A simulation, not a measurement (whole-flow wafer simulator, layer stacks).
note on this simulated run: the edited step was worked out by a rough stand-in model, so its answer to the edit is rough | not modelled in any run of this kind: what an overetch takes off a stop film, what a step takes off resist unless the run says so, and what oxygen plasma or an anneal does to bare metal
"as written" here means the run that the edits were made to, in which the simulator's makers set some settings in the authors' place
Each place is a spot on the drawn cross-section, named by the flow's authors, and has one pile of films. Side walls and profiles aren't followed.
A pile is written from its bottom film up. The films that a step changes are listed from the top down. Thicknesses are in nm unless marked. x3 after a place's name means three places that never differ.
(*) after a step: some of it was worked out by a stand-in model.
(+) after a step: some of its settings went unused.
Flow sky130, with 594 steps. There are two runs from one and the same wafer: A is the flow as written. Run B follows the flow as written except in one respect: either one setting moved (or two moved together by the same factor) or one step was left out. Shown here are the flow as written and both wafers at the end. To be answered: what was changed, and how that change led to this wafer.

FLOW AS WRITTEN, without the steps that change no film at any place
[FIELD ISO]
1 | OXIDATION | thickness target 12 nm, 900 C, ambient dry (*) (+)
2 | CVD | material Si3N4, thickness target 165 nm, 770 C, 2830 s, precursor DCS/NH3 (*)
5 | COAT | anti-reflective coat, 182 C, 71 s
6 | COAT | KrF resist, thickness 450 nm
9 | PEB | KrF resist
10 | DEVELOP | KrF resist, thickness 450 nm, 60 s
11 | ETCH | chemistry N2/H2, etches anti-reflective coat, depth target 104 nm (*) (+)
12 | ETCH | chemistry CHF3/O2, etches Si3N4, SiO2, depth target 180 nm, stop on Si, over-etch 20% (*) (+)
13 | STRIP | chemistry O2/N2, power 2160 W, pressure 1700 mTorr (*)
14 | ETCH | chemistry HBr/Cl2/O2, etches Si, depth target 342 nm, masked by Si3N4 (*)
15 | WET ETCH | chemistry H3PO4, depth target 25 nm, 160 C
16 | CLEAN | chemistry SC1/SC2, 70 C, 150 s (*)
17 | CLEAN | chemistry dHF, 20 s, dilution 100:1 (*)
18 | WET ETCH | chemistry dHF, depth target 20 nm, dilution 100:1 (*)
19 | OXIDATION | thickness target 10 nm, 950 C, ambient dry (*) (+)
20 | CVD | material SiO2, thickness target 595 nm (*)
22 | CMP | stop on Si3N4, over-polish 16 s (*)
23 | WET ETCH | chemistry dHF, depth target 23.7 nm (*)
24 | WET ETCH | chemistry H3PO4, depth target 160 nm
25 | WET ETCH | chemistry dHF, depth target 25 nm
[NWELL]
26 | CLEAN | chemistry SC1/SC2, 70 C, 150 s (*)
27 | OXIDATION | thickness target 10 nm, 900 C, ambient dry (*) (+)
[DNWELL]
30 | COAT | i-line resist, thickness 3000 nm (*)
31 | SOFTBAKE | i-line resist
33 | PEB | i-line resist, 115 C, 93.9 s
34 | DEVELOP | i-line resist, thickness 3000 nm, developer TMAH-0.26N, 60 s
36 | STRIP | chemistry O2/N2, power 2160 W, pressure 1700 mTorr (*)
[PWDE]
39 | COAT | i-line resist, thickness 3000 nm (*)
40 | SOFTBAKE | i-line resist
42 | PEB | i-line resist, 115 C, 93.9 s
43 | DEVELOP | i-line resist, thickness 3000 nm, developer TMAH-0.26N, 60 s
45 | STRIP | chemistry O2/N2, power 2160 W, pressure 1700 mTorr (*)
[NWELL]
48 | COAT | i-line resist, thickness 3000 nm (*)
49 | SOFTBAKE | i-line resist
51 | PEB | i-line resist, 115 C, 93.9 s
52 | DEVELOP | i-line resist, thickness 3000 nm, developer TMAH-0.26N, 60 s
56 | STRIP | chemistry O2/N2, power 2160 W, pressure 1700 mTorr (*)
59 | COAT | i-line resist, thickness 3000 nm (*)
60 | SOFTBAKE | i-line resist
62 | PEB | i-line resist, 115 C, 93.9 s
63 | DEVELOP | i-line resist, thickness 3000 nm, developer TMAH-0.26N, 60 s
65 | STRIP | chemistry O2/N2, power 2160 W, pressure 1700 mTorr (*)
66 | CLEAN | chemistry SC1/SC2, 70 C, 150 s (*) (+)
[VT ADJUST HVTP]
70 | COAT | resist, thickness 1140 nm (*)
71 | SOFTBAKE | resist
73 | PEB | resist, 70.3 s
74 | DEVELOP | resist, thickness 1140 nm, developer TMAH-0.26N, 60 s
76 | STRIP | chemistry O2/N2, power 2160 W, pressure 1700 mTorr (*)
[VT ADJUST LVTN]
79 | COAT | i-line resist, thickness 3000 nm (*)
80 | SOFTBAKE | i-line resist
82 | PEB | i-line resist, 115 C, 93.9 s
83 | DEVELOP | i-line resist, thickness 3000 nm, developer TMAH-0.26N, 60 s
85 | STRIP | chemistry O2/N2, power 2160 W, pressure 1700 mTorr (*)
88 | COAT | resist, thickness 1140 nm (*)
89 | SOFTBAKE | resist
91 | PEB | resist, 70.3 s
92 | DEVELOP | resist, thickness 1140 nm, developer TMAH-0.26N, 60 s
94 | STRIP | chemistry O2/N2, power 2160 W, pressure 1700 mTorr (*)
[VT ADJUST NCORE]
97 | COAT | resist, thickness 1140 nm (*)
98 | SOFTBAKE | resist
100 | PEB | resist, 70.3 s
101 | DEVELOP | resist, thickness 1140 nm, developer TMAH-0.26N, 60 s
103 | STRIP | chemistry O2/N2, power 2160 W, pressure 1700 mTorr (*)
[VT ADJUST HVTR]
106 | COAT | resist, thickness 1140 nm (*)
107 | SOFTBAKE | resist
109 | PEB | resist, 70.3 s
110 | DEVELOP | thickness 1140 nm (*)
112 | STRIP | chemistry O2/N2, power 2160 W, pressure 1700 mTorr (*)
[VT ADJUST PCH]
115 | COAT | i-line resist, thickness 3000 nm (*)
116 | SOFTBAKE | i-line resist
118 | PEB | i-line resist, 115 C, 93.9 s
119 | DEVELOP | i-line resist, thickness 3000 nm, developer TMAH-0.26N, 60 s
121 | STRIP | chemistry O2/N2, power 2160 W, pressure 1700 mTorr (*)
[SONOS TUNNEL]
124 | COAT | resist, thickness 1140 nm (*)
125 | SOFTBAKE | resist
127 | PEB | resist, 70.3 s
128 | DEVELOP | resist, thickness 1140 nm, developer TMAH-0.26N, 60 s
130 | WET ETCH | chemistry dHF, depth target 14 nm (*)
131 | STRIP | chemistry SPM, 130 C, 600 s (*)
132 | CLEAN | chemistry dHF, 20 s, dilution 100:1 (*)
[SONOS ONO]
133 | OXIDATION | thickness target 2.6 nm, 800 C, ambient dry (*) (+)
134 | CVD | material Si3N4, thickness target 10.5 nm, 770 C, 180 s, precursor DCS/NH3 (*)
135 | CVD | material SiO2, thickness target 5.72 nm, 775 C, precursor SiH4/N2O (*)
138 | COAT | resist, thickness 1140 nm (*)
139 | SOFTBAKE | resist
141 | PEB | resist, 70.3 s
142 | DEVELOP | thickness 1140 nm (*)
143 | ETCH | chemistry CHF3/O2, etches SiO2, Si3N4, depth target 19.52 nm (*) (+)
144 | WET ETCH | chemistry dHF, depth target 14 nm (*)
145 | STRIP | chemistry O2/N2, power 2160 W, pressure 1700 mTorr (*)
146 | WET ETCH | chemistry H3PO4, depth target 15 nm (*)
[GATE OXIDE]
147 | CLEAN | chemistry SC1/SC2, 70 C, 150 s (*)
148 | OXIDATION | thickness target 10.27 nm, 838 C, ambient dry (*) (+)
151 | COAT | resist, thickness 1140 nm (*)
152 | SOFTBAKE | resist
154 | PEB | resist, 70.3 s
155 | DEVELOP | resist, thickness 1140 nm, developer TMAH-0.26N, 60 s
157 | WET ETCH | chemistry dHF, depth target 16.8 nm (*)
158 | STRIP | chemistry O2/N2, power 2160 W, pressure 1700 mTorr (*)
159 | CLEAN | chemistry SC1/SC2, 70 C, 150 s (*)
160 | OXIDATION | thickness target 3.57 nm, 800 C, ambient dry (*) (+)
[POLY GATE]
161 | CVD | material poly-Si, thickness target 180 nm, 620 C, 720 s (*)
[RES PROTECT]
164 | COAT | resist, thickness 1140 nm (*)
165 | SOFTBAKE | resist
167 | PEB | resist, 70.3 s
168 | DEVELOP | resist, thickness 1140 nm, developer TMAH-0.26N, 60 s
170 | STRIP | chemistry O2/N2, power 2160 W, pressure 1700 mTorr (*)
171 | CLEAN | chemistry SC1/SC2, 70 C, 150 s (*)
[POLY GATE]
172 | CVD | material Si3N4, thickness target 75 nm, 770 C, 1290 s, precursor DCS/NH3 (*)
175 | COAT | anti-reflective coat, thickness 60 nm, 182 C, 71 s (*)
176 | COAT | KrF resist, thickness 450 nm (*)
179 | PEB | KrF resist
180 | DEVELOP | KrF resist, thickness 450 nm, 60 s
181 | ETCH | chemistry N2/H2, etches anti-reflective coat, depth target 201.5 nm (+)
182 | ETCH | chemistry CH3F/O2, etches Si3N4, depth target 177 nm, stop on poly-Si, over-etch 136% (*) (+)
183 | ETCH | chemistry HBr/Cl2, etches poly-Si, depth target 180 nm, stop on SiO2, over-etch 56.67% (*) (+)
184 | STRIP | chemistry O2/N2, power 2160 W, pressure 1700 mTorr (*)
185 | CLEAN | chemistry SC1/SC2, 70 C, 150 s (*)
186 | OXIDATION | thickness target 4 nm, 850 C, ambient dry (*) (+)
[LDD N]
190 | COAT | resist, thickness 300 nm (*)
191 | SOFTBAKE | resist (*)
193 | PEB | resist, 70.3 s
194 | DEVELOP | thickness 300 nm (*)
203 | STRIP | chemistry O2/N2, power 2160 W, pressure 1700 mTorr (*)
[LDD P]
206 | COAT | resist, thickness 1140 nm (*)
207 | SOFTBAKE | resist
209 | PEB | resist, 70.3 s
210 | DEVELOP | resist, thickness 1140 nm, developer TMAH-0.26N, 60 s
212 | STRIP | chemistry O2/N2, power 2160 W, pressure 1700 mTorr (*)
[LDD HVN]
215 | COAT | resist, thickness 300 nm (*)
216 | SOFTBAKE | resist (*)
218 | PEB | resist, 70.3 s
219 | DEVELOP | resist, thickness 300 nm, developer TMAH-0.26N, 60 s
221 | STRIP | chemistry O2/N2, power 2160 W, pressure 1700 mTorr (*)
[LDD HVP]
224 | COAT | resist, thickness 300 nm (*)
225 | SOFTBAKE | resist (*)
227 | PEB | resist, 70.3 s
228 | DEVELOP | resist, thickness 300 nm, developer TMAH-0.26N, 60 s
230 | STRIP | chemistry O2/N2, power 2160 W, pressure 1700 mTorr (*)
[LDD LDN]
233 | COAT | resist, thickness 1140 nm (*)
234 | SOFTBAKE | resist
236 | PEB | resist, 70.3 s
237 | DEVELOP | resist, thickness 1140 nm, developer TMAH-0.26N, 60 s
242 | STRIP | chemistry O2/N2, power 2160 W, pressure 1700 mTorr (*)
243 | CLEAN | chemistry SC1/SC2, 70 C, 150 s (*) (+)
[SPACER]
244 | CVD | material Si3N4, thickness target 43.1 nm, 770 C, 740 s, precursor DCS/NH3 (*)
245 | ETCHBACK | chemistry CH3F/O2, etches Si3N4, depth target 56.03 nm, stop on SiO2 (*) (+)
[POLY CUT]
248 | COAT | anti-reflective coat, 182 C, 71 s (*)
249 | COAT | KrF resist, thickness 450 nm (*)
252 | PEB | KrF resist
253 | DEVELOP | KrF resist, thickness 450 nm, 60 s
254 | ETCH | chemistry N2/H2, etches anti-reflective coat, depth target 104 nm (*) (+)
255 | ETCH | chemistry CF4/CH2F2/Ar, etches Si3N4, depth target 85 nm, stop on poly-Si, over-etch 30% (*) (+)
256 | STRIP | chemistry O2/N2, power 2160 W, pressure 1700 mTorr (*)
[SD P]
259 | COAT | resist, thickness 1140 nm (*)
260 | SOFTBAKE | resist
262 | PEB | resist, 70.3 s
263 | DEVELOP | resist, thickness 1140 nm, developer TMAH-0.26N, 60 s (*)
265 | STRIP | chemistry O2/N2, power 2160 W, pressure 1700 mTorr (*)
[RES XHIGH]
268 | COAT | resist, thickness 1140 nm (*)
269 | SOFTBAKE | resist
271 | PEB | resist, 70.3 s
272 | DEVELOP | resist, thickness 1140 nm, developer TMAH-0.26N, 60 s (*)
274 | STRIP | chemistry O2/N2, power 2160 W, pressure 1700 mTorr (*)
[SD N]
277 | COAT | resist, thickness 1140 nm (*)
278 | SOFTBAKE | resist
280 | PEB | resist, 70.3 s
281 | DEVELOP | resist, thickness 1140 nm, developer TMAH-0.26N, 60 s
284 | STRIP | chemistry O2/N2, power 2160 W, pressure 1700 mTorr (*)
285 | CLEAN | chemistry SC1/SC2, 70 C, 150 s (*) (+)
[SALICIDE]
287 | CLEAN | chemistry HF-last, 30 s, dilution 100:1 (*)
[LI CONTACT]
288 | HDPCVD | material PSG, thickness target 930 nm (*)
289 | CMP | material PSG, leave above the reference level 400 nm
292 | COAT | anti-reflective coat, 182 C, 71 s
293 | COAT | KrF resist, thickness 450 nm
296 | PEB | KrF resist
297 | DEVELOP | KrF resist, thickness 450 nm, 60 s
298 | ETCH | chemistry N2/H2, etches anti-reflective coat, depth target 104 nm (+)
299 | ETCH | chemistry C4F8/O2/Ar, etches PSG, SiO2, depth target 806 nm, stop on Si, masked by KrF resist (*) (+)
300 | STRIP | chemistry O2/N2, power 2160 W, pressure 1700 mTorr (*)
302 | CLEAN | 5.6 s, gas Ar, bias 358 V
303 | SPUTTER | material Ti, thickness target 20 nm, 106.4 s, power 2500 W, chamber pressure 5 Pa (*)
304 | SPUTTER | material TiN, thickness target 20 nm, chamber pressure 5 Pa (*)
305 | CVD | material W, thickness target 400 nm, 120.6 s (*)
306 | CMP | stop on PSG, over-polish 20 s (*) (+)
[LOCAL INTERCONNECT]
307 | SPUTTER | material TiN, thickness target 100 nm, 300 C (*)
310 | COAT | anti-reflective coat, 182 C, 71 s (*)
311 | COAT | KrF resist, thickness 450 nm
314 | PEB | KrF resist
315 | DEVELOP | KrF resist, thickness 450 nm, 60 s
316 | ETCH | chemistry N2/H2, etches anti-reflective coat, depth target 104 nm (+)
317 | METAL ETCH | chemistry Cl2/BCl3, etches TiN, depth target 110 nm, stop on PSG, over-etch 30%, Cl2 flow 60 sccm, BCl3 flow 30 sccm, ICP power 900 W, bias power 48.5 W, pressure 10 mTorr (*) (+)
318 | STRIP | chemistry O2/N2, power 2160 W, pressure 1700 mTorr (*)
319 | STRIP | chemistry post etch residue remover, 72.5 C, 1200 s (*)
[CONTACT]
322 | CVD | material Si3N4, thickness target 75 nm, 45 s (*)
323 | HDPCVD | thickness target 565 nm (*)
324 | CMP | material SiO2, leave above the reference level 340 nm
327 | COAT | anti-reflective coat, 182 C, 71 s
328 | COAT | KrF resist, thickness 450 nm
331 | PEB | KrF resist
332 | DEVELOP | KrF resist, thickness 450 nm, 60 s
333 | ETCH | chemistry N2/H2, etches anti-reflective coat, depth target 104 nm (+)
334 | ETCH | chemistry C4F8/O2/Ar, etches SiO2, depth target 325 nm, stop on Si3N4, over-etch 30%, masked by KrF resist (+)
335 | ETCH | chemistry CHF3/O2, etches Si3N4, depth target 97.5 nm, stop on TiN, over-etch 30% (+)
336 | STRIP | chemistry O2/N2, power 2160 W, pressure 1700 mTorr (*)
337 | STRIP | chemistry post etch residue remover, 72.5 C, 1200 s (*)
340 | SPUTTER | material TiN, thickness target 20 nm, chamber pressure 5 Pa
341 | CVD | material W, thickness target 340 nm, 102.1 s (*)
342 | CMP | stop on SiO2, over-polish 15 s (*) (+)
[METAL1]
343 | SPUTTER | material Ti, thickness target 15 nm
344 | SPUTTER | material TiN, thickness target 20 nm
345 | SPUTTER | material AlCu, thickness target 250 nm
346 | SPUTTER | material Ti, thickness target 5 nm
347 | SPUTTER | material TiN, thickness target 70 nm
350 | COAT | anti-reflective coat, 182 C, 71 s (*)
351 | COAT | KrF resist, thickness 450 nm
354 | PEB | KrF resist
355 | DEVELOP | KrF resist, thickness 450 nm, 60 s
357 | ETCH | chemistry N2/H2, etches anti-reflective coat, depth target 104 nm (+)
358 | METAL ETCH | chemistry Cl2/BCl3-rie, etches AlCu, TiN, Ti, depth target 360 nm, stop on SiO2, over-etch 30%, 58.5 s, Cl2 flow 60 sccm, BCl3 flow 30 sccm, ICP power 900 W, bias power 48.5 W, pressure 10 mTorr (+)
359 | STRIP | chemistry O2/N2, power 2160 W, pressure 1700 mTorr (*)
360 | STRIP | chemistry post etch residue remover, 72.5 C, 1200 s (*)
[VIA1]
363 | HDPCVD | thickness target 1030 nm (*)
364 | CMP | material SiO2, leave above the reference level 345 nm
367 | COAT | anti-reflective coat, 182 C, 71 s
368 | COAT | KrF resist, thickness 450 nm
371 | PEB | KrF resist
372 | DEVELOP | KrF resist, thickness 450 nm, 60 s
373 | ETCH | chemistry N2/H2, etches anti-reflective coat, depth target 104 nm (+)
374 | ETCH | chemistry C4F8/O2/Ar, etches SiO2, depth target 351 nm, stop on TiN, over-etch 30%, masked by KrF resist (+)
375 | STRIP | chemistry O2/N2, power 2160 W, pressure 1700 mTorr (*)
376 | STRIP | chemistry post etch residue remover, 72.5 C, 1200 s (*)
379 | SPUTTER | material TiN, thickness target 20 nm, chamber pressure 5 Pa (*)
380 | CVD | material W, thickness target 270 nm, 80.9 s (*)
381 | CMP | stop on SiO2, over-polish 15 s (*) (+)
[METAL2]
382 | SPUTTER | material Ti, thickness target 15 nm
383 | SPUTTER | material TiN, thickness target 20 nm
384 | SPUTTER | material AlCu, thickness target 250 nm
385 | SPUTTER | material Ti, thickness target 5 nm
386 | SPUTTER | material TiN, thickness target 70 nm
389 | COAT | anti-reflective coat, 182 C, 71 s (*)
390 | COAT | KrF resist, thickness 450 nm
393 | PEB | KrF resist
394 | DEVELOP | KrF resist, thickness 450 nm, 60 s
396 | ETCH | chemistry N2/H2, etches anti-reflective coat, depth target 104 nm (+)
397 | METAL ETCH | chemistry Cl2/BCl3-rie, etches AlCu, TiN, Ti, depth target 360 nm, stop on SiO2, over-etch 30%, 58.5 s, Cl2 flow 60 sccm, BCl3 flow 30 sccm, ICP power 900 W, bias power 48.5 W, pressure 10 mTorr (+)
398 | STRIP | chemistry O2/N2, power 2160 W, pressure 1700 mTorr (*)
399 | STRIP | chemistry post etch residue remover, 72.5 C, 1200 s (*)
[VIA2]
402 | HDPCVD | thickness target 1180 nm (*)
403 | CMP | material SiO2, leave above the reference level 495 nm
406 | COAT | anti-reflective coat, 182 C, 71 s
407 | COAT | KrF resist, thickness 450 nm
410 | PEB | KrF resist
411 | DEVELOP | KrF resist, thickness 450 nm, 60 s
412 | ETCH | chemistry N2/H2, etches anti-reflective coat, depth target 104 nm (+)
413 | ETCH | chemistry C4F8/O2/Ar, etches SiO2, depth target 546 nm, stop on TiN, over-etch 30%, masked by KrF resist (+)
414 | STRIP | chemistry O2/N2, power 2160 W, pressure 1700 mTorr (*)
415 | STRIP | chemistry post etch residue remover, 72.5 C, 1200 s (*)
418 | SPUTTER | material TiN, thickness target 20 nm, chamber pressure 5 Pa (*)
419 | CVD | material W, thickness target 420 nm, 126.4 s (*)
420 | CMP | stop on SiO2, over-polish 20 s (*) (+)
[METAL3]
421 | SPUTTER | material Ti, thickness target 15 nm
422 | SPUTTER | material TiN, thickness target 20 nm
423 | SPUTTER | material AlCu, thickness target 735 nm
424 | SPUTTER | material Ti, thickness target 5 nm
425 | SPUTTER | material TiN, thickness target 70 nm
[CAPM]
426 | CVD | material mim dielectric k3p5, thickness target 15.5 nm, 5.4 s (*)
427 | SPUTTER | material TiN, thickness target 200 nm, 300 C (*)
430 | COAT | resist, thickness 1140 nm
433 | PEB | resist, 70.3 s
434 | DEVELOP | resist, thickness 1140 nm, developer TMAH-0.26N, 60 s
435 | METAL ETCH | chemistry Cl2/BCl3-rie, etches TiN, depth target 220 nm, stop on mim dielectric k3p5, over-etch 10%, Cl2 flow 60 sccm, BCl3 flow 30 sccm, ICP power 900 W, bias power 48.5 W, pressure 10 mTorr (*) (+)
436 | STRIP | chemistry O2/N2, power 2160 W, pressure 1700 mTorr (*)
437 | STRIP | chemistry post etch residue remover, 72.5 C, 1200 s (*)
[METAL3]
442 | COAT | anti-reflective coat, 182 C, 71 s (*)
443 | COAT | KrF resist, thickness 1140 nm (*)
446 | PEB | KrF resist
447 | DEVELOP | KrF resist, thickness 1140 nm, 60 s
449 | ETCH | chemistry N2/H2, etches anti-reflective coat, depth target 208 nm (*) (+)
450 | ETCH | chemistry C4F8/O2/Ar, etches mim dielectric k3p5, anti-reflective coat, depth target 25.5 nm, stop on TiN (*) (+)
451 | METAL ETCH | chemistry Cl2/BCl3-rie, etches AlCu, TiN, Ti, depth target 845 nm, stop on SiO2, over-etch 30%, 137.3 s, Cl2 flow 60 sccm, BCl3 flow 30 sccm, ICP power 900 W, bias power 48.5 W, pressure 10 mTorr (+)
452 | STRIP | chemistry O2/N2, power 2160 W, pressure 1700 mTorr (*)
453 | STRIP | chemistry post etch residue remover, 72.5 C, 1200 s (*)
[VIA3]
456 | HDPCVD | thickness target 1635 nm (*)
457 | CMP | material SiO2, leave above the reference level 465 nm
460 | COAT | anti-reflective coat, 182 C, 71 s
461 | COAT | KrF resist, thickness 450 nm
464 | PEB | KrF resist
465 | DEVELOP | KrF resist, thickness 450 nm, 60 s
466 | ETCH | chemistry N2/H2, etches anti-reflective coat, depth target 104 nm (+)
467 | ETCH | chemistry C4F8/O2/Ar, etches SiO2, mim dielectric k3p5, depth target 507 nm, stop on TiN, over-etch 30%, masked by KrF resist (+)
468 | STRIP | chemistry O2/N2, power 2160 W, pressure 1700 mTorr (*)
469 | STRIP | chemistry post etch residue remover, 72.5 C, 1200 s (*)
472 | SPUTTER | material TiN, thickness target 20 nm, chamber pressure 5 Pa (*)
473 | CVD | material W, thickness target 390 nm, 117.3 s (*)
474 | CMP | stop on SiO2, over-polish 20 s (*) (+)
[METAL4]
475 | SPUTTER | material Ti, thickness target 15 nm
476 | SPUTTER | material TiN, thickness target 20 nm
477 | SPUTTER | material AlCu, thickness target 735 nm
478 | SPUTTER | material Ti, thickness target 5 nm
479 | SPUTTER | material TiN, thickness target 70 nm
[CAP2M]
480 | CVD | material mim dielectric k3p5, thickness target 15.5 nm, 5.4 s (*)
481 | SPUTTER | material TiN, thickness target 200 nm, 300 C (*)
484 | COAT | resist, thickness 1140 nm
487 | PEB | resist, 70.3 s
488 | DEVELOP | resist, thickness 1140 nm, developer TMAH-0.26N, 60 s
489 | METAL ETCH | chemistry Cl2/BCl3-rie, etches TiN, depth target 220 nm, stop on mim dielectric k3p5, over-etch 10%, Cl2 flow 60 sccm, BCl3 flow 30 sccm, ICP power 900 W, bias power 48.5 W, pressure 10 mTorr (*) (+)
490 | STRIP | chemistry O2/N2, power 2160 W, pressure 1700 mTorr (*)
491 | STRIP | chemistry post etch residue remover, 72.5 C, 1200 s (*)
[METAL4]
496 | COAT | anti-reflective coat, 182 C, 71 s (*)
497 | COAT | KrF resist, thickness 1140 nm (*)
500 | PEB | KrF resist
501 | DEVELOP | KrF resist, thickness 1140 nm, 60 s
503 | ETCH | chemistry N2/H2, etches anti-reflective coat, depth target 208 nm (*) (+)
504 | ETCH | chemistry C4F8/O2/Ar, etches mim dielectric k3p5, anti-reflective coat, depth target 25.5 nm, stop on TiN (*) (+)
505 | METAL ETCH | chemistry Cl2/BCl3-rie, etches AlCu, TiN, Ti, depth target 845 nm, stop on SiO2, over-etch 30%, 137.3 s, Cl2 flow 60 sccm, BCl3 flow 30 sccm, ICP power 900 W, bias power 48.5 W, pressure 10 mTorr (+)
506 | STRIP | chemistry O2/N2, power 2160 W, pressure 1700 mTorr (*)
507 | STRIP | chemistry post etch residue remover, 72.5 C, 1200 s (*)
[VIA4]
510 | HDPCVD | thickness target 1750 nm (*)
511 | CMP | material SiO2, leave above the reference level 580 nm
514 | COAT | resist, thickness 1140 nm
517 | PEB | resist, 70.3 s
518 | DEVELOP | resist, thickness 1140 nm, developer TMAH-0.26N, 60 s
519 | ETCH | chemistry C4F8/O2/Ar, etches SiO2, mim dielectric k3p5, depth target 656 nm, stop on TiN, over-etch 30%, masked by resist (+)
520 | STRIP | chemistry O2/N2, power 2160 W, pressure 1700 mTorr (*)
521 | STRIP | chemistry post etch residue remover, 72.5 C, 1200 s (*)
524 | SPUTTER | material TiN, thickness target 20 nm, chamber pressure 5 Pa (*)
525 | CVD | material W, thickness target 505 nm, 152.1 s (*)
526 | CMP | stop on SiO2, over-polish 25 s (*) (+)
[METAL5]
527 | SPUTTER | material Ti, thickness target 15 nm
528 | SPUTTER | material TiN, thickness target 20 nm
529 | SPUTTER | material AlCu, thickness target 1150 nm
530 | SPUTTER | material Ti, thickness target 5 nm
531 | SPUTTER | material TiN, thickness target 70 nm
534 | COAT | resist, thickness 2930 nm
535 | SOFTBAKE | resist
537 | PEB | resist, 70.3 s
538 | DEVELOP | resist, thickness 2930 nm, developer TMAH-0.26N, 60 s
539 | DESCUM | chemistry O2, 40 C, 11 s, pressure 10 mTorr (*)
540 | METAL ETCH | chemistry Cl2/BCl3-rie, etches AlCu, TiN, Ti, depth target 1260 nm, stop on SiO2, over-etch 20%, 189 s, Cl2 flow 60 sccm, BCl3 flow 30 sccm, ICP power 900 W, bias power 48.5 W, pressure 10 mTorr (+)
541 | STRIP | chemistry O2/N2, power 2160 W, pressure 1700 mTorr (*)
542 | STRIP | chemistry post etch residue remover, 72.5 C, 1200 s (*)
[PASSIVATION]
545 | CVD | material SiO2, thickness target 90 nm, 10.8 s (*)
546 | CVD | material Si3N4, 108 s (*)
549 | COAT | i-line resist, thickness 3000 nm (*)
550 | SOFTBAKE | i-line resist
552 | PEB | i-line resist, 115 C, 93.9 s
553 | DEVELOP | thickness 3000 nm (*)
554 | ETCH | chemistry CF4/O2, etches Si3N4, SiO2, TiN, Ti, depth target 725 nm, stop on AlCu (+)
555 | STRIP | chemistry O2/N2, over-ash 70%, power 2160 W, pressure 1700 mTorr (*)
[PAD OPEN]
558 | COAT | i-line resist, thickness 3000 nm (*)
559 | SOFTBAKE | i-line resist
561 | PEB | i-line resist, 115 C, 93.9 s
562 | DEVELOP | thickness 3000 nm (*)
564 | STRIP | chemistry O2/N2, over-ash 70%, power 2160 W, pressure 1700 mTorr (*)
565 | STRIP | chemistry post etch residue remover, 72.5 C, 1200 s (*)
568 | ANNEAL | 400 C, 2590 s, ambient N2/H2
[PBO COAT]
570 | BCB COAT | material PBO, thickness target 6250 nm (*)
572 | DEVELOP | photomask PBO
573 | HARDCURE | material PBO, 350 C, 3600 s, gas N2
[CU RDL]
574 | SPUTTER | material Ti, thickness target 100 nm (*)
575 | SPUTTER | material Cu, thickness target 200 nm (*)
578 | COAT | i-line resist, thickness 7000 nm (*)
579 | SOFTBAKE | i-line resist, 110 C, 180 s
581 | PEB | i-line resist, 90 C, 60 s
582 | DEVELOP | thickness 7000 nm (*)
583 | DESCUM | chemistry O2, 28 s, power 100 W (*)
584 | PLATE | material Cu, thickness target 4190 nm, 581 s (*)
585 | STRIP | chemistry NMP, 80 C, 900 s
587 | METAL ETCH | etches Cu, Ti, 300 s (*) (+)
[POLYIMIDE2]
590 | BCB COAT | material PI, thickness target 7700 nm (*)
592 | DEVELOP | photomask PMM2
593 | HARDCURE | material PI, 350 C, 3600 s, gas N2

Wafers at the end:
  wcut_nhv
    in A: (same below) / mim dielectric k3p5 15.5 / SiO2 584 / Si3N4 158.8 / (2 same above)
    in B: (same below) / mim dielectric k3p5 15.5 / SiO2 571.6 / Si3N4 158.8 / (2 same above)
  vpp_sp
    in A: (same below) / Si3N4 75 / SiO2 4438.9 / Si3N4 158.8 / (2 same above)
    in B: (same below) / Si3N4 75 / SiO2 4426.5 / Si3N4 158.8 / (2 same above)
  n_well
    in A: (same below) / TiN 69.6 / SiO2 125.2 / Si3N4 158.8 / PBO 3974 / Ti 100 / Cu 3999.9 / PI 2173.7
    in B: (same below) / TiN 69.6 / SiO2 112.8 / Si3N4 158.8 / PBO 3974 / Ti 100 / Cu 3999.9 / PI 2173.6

What caused this: step 545, CVD: thickness target 81 nm was run, though the flow has thickness target 90 nm; step 545, CVD: 9.72 s was run, where the flow has 10.8 s.

How this came from the change, step by step:
  545 | CVD | material SiO2, thickness target 90 nm, 10.8 s (*)
      field, active, gate and 175 more: A SiO2 gains 125.2 | B SiO2 gains 112.8
      n_well, p_well, sd_n and 12 more: A SiO2 gains 125.2 (new film) | B SiO2 gains 112.8 (new film)
  550 | SOFTBAKE | i-line resist
      ndiff_licon_cpp: A i-line resist loses 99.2 | B i-line resist loses 97.2
      rpo_hd: A i-line resist loses 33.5 | B i-line resist loses 32.8
  554 | ETCH | chemistry CF4/O2, etches Si3N4, SiO2, TiN, Ti, depth target 725 nm, stop on AlCu (+)
      field, active, n_well and 189 more: A i-line resist loses 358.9 | B i-line resist loses 346.5
      pad: A Si3N4 loses 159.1 (all of it), SiO2 loses 125.2 (all of it), TiN loses 69.6 (all of it), Ti loses 5 (all of it) | B Si3N4 loses 159.1 (all of it), SiO2 loses 112.8 (all of it), TiN loses 69.6 (all of it), Ti loses 5 (all of it)
  559 | SOFTBAKE | i-line resist
      ndiff_licon_cpp: A i-line resist loses 99.2 | B i-line resist loses 97.2
      rpo_hd: A i-line resist loses 33.5 | B i-line resist loses 32.8
  578 | COAT | i-line resist, thickness 7000 nm (*)
      pad: A i-line resist gains 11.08 um (new film) | B i-line resist gains 11.07 um (new film)
  582 | DEVELOP | thickness 7000 nm (*)
      pad: A i-line resist loses 11.08 um (all of it) | B i-line resist loses 11.07 um (all of it)
